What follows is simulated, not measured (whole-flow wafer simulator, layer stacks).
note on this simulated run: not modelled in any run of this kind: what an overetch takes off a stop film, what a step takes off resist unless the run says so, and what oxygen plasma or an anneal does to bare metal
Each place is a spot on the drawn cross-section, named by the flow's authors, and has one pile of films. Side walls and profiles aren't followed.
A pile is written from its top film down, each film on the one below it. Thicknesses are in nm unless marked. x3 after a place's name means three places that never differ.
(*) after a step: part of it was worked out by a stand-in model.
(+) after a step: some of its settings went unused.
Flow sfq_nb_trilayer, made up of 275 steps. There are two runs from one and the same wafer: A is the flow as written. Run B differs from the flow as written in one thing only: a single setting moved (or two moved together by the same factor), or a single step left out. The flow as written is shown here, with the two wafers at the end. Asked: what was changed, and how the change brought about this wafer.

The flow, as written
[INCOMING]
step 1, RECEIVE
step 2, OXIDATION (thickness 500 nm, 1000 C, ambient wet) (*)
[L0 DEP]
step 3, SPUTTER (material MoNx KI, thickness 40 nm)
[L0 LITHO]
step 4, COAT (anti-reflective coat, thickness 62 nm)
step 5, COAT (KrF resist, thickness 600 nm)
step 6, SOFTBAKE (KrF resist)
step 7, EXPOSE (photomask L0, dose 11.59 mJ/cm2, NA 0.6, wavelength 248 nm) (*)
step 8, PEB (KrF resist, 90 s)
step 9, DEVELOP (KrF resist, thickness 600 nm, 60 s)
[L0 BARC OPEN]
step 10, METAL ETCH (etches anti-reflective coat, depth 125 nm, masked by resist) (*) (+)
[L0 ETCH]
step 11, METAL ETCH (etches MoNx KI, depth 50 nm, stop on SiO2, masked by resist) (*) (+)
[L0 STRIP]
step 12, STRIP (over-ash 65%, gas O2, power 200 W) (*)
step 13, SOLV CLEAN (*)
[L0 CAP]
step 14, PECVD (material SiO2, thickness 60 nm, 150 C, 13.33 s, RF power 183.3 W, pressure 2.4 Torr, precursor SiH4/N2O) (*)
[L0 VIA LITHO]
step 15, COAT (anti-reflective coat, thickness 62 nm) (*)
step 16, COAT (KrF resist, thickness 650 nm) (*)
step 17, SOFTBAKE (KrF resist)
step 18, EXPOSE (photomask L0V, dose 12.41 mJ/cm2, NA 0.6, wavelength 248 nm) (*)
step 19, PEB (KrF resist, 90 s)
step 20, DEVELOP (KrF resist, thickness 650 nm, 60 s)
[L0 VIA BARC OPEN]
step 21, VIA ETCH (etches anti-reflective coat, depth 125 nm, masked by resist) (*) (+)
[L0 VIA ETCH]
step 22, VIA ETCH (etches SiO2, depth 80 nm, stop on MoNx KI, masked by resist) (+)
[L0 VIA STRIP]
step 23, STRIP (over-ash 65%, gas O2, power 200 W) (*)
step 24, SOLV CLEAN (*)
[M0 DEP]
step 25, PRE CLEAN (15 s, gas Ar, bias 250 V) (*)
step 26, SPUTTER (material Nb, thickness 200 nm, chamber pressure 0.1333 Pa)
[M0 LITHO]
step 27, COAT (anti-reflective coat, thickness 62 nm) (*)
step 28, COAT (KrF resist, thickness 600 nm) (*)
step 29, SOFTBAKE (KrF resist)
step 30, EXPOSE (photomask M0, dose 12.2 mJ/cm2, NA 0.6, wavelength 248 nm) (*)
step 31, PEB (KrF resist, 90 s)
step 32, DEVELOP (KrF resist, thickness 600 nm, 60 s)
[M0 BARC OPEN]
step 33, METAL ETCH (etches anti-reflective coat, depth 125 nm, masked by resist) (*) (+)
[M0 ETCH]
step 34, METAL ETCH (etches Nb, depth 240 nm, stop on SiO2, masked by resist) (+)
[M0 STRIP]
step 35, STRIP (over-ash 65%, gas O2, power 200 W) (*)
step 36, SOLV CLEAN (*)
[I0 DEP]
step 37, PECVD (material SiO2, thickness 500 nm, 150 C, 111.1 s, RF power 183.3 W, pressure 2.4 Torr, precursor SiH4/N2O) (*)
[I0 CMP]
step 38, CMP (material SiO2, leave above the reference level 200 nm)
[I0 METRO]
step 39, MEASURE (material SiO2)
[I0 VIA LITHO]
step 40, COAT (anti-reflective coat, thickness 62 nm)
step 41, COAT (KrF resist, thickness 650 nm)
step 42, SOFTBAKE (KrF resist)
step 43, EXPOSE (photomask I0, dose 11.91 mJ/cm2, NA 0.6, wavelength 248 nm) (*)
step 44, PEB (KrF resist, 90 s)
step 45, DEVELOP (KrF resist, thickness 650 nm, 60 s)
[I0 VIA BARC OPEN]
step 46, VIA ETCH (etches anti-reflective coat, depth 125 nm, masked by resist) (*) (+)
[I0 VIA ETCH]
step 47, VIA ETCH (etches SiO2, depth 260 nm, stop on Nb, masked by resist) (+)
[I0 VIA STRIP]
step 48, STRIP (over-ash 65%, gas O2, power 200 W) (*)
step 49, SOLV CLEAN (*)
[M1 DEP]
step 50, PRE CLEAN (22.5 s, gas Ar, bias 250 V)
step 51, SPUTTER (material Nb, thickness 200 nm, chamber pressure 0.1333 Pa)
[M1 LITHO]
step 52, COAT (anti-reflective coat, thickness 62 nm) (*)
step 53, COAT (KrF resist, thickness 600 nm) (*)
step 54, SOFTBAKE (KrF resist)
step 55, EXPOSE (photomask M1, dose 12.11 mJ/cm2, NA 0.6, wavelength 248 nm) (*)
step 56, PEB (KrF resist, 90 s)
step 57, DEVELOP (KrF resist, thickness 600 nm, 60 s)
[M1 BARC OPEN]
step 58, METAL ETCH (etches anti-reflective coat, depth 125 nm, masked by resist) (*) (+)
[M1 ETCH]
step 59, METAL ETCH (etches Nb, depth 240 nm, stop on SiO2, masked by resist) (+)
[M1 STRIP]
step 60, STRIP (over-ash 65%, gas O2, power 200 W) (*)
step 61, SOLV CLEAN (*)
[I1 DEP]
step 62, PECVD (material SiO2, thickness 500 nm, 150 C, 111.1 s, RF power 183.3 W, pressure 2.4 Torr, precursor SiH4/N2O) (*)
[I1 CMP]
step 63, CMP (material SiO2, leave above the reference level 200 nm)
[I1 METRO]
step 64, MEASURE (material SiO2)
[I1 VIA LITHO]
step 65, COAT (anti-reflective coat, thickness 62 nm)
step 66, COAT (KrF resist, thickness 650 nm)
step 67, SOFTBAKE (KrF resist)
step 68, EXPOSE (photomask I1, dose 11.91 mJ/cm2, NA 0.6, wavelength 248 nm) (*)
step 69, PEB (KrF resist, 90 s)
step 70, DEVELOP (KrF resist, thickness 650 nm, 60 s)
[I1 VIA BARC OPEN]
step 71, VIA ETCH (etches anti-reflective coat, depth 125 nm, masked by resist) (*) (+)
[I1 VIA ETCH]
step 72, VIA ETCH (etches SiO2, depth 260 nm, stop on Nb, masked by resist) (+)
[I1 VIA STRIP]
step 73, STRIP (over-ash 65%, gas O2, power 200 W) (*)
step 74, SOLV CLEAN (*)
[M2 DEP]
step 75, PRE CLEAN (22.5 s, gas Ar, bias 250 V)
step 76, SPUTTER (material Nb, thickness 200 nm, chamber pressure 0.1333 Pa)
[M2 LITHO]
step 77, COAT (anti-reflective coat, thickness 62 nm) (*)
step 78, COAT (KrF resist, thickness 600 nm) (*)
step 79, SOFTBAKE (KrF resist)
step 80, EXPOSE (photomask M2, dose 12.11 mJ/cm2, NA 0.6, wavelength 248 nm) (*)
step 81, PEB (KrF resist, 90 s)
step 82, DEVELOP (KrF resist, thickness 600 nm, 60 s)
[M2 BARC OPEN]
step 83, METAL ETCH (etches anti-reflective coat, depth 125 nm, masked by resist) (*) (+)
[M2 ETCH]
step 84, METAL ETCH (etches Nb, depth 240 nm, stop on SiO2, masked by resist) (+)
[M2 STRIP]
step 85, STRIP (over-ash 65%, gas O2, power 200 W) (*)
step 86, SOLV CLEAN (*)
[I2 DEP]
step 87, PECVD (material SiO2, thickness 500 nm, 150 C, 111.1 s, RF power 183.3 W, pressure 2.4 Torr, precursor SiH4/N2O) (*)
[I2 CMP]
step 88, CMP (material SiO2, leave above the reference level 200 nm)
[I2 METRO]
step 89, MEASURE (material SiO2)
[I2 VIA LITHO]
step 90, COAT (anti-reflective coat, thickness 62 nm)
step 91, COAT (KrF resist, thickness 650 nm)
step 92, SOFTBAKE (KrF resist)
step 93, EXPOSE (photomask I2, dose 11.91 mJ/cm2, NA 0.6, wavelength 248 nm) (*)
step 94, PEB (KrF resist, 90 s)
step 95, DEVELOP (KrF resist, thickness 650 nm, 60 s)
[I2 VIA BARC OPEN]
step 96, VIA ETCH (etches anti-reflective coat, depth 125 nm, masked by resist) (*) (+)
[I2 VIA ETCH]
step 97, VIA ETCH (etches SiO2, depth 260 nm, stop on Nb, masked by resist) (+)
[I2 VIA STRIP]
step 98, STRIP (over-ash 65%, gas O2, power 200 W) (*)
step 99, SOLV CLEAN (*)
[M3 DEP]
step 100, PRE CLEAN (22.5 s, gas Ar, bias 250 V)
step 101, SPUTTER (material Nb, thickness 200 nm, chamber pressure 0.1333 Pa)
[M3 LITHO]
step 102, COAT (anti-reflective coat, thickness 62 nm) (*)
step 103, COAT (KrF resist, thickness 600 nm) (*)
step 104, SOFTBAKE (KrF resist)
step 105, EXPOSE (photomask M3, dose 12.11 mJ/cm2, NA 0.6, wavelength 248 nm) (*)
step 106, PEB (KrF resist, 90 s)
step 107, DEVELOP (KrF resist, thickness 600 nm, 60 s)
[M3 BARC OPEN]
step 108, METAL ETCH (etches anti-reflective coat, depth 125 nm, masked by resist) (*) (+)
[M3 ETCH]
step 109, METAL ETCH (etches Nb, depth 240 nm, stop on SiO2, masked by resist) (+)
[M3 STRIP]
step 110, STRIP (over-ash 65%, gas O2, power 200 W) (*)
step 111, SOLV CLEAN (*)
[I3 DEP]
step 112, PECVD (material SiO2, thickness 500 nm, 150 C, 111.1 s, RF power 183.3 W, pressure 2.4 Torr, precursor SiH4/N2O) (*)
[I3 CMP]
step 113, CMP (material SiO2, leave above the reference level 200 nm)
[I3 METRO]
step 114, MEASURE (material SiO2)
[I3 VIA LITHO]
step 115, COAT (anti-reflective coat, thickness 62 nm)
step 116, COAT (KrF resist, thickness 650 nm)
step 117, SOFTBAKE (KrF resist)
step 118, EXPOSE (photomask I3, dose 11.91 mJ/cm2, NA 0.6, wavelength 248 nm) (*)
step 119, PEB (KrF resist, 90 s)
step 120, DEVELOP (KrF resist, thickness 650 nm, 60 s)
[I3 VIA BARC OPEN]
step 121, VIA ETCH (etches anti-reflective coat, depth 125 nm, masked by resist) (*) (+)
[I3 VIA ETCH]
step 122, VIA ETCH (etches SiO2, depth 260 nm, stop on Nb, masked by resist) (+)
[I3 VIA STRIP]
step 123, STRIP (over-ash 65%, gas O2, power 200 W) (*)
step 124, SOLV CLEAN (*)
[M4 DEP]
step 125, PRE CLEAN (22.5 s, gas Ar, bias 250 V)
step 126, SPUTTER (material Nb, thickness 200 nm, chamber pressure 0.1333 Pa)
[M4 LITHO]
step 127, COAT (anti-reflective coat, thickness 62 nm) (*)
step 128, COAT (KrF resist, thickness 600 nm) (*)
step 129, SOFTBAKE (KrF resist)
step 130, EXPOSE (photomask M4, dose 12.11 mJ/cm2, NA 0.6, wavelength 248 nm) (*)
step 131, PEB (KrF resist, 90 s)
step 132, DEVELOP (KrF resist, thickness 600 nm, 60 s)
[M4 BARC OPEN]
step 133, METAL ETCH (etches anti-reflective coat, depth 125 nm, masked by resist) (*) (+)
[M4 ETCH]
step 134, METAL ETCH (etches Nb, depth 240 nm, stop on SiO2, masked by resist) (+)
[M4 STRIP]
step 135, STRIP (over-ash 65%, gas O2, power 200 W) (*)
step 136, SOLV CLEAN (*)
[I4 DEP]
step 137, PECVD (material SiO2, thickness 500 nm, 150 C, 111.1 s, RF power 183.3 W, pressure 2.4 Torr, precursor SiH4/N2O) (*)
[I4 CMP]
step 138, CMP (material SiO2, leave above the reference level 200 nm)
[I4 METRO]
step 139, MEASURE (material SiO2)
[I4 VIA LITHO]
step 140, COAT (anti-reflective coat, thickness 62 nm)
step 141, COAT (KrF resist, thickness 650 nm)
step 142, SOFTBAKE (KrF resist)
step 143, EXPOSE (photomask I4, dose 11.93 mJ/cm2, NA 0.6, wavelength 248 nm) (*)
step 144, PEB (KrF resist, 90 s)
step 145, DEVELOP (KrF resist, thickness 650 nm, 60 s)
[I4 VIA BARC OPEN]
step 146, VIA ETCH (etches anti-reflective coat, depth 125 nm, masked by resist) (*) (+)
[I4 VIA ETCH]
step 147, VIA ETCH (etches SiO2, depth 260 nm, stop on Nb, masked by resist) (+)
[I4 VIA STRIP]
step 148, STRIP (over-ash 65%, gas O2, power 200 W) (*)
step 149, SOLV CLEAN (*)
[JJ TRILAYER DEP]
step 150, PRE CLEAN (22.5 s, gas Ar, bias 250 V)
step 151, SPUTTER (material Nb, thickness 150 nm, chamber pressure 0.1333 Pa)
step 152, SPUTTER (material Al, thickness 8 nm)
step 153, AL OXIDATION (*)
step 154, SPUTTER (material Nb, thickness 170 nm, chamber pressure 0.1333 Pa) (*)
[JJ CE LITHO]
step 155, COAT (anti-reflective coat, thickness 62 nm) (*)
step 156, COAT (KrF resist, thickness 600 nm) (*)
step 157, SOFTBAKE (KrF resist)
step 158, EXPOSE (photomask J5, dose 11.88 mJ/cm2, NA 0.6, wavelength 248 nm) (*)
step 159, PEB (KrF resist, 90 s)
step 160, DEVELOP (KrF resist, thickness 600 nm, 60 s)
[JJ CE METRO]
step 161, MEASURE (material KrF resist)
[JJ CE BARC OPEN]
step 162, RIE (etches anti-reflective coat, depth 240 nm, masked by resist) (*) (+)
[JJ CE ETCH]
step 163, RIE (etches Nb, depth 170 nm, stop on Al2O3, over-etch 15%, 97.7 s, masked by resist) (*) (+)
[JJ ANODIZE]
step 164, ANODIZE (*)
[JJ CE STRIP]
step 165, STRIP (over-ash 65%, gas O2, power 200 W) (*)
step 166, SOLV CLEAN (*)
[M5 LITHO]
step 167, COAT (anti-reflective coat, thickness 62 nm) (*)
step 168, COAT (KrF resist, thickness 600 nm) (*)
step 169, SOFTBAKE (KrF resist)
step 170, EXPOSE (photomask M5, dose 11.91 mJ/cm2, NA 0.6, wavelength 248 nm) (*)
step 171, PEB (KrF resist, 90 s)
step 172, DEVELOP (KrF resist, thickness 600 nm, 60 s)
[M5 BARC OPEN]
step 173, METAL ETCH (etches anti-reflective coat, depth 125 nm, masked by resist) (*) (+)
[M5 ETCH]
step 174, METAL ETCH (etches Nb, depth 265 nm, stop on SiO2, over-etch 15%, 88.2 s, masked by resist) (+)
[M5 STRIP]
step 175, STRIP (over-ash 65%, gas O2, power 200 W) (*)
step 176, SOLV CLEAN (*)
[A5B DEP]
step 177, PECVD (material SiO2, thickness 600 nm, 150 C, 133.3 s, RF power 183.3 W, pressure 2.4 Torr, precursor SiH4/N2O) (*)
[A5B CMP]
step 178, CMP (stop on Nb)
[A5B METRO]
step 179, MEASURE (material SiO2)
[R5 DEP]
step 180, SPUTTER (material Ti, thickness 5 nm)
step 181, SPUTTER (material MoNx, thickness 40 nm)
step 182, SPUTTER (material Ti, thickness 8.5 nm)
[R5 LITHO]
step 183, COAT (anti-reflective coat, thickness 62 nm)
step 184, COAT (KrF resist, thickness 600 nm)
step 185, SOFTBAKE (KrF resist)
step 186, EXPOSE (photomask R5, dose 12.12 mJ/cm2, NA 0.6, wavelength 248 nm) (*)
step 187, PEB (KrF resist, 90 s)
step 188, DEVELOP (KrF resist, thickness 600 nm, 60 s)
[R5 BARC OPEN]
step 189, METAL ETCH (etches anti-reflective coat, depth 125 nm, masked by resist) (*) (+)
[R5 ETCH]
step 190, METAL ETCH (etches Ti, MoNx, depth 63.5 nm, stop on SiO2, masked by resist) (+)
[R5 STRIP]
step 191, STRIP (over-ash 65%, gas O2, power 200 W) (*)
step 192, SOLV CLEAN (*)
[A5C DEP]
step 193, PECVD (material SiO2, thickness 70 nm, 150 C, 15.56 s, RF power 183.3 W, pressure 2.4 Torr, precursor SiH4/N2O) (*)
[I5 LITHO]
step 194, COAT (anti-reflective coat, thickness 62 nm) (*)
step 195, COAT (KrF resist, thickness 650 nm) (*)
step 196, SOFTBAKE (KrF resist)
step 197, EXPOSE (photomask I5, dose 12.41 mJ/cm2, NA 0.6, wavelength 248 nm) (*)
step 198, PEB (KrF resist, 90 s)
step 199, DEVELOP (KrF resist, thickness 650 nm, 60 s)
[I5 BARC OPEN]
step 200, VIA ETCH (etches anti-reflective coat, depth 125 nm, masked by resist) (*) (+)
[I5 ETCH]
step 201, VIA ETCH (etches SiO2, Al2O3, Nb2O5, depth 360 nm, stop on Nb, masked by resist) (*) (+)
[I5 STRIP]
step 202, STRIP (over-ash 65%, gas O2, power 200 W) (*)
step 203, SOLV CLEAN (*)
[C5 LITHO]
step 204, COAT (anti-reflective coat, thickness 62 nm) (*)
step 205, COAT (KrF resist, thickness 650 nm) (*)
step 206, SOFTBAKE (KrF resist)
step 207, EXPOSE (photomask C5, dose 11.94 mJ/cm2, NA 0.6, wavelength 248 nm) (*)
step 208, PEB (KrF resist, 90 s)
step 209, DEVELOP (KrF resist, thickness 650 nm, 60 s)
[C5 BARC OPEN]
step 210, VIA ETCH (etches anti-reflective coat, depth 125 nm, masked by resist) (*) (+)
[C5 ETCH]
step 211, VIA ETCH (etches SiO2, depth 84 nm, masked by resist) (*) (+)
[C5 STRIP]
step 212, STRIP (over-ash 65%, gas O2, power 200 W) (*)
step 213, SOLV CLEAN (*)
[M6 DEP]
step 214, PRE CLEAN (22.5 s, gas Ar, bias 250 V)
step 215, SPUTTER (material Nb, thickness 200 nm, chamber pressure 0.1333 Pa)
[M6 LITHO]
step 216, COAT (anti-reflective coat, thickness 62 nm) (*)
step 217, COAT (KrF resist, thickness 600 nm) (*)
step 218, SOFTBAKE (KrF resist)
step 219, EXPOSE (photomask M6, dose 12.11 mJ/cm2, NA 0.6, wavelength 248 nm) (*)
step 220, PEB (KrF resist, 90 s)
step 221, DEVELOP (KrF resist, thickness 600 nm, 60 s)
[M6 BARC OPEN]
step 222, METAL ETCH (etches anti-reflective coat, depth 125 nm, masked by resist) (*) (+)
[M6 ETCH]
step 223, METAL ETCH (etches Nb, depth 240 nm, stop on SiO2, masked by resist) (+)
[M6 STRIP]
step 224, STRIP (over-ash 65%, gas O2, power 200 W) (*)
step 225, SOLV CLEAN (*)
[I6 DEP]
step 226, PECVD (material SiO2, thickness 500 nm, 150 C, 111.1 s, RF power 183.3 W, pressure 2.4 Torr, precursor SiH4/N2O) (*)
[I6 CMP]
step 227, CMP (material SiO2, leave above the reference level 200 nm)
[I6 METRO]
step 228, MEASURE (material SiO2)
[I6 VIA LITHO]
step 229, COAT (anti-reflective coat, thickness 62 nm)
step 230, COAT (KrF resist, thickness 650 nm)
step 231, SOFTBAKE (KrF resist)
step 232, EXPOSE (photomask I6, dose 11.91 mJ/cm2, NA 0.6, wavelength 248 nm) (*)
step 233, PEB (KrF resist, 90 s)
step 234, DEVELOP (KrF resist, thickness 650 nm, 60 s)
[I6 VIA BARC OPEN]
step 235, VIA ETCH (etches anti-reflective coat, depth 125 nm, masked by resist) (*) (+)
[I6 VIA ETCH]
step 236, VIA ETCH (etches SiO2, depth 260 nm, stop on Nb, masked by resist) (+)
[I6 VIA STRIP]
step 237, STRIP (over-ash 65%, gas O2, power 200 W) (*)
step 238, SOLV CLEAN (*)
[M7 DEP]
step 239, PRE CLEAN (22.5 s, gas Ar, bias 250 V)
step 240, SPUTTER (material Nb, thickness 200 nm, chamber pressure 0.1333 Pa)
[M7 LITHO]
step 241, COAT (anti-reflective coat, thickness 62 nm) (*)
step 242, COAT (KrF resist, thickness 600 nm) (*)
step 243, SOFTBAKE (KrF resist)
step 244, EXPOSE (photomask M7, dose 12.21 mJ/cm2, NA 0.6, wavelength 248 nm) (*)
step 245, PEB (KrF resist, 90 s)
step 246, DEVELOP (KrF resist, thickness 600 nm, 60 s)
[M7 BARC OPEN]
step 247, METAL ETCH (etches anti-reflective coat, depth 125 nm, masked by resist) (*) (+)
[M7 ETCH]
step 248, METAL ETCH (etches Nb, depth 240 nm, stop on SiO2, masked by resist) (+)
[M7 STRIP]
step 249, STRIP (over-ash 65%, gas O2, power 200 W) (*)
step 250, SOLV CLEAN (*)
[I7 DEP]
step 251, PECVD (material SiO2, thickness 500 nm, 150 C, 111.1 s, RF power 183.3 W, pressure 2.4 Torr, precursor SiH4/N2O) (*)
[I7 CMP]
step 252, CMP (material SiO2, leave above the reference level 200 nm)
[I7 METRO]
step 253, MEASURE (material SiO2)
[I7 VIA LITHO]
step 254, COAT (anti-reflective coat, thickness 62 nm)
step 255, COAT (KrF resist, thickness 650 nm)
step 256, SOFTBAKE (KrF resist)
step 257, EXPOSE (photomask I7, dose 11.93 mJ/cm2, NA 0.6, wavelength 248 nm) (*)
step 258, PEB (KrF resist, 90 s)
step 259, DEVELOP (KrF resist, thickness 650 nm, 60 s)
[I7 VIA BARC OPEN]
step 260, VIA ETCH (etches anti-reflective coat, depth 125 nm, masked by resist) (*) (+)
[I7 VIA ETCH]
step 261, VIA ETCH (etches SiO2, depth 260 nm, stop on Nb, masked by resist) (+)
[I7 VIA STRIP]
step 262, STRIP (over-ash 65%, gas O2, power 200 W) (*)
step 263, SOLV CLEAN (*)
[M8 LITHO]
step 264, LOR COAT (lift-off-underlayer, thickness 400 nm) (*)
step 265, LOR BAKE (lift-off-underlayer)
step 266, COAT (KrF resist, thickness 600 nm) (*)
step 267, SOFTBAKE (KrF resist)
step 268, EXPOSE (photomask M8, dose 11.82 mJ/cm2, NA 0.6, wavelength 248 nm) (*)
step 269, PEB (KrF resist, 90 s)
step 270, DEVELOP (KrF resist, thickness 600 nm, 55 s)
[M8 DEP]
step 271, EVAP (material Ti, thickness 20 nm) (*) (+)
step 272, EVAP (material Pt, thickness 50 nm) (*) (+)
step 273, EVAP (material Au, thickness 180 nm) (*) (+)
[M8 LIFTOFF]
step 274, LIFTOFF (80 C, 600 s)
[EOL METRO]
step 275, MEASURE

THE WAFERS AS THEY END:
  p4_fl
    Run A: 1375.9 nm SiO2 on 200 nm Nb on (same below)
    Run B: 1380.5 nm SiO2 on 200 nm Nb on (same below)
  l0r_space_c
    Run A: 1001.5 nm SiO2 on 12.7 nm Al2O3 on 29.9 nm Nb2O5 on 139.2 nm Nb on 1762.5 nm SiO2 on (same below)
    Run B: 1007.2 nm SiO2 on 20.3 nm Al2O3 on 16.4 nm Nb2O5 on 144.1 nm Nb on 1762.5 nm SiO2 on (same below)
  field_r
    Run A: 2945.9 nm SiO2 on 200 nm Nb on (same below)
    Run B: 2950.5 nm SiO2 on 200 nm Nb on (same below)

The reason: step 152, SPUTTER: thickness 12.6 nm was run, while the flow as written has thickness 8 nm.

The path from the change to this, step by step:
  step 152, SPUTTER (material Al, thickness 8 nm)
      field_l, v_sur, via_sp and 100 more: A +8 Al (new film) | B +12.6 Al (new film)
      via_wl, via_wr: A +5.14 Al (new film) | B +8.09 Al (new film)
      (also at 1 further place)
  step 155, COAT (anti-reflective coat, thickness 62 nm) (*)
      via_wl, via_wr: A +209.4 anti-reflective coat (new film) | B +214 anti-reflective coat (new film)
  step 162, RIE (etches anti-reflective coat, depth 240 nm, masked by resist) (*) (+)
      ce_l, c5j, ce_r, wl_jj: A -209.4 KrF resist | B -214 KrF resist
      via_wl, via_wr: A -209.4 anti-reflective coat (all of it) | B -214 anti-reflective coat (all of it)
  step 164, ANODIZE (*)
      field_l, v_sur, via_sp and 96 more: A +12.2 Al2O3, +29.9 Nb2O5 (new film), -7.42 Al (all of it), -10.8 Nb | B +19.8 Al2O3, +16.4 Nb2O5 (new film), -12 Al (all of it), -5.89 Nb
      via_wl, via_wr: A +7.52 Al2O3 (new film), +39.2 Nb2O5 (new film), -4.56 Al (all of it), -14.1 Nb | B +12.4 Al2O3 (new film), +30.5 Nb2O5 (new film), -7.51 Al (all of it), -11 Nb
      (also at 1 further place)
  step 167, COAT (anti-reflective coat, thickness 62 nm) (*)
      ce_l: A +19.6 anti-reflective coat (new film) | B +18.3 anti-reflective coat (new film)
      c5j: A +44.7 anti-reflective coat (new film) | B +43.8 anti-reflective coat (new film)
      (also at 1 further place)
  step 174, METAL ETCH (etches Nb, depth 265 nm, stop on SiO2, over-etch 15%, 88.2 s, masked by resist) (+)
      field_l, r_sur, res and 50 more: A -12.6 Al2O3 (all of it), -29.9 Nb2O5 (all of it), -139.2 Nb (all of it), -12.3 SiO2 | B -20.2 Al2O3 (all of it), -16.4 Nb2O5 (all of it), -144.1 Nb (all of it), -12.4 SiO2
  step 175, STRIP (over-ash 65%, gas O2, power 200 W) (*)
      ce_l: A -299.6 KrF resist (all of it), -19.6 anti-reflective coat (all of it) | B -296.8 KrF resist (all of it), -18.3 anti-reflective coat (all of it)
      c5j: A -279 KrF resist (all of it), -44.7 anti-reflective coat (all of it) | B -275.9 KrF resist (all of it), -43.8 anti-reflective coat (all of it)
      (also at 1 further place)
  step 178, CMP (stop on Nb)
      via_wl, via_wr: A -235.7 SiO2 | B -230.4 SiO2
      via_w: A -235.2 SiO2 | B -229.6 SiO2
  step 201, VIA ETCH (etches SiO2, Al2O3, Nb2O5, depth 360 nm, stop on Nb, masked by resist) (*) (+)
      be: A -216.4 SiO2 (all of it), -12.7 Al2O3 (all of it), -29.9 Nb2O5 (all of it) | B -222 SiO2 (all of it), -20.3 Al2O3 (all of it), -16.4 Nb2O5 (all of it)
